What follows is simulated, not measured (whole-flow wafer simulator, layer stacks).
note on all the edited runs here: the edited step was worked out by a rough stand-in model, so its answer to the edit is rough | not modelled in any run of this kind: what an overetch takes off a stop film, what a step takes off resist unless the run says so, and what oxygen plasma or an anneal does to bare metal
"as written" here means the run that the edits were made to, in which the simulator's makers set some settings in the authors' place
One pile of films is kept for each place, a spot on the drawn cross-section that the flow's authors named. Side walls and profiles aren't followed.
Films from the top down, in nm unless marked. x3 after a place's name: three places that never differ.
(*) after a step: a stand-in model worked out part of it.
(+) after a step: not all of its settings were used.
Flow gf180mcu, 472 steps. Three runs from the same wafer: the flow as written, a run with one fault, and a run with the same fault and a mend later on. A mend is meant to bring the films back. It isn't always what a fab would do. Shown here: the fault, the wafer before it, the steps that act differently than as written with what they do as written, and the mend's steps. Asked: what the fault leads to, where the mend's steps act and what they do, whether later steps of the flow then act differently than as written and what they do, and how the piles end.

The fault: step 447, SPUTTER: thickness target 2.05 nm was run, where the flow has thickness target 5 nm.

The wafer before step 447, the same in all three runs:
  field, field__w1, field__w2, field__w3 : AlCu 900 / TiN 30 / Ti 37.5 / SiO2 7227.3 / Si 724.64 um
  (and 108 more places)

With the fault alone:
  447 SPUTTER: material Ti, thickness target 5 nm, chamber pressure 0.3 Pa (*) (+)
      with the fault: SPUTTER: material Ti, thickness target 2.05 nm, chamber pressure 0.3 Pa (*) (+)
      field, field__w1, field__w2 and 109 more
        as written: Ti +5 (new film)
        with the fault: Ti +2.05 (new film)
  Later steps of the flow that act differently than as written (4 more steps differ only slightly, by at most 2% or 0.5 nm, whichever is larger, and aren't shown):
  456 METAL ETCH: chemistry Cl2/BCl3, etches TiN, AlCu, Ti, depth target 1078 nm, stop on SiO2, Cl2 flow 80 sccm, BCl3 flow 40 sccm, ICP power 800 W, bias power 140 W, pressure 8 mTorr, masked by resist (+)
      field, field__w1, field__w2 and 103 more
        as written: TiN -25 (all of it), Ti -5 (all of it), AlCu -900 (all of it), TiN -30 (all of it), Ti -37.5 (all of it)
        with the fault: TiN -25 (all of it), Ti -2.05 (all of it), AlCu -900 (all of it), TiN -30 (all of it), Ti -37.5 (all of it)
  At the end the piles differ from the flow's by more than 2% or 0.5 nm, whichever is larger, at field__w8, contact, m1, m1__w1, pad, m1_nw.
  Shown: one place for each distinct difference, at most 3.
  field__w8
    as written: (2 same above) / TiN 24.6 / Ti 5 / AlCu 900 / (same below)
    with the fault: (2 same above) / TiN 24.6 / Ti 2.05 / AlCu 900 / (same below)
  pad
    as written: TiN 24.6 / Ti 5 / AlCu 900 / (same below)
    with the fault: TiN 24.6 / Ti 2.05 / AlCu 900 / (same below)

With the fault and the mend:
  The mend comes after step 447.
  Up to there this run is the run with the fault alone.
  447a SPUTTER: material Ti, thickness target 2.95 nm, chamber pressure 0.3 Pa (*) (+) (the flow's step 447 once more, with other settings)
      field, field__w1, field__w2 and 109 more
        Ti +2.95
  No later step of the flow acts differently than as written at any place that is followed.
  At the end the piles are the same as the flow's at every place that both follow.
